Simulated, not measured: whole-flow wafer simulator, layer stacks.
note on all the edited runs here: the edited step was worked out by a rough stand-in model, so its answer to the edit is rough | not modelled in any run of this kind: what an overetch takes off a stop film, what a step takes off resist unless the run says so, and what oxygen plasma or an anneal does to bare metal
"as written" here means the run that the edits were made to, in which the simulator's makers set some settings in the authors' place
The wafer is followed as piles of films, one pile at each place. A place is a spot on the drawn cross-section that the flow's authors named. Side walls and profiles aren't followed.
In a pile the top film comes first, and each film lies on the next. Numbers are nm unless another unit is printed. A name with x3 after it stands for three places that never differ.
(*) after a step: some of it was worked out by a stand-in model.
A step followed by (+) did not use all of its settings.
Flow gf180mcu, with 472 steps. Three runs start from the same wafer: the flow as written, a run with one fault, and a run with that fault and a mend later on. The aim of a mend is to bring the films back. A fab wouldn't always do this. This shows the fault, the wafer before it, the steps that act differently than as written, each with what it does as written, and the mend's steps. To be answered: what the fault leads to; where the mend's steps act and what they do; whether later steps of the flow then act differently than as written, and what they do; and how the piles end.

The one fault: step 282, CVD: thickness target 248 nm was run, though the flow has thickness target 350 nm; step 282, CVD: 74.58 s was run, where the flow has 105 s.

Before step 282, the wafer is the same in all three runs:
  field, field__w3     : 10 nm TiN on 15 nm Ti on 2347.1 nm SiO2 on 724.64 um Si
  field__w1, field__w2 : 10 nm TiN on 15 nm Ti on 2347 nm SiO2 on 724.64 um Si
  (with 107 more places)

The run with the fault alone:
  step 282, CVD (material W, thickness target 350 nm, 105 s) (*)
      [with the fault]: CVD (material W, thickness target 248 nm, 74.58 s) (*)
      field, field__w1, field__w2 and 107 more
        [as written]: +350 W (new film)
        [with the fault]: +249.2 W (new film)
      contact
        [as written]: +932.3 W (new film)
        [with the fault]: +831.5 W (new film)
  Steps further on in the flow that do not act as written:
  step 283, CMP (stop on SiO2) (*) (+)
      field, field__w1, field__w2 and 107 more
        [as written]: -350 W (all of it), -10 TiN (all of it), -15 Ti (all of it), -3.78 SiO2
        [with the fault]: -249.2 W (all of it), -10 TiN (all of it), -15 Ti (all of it), -2.77 SiO2
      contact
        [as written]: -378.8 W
        [with the fault]: -277 W
  At the end the piles are close to the flow's at the places that both follow, differing by at most 2% or 0.5 nm, whichever is larger.

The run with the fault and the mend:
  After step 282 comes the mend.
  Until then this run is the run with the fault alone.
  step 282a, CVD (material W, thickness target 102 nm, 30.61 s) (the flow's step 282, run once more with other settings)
      field, field__w1, field__w2 and 108 more
        +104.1 W
  Every later step of the flow that is run acts as written, at every place that is followed, to within 2% or 0.5 nm, whichever is larger.
  At the end the piles are close to the flow's at the places that both follow, differing by at most 2% or 0.5 nm, whichever is larger.
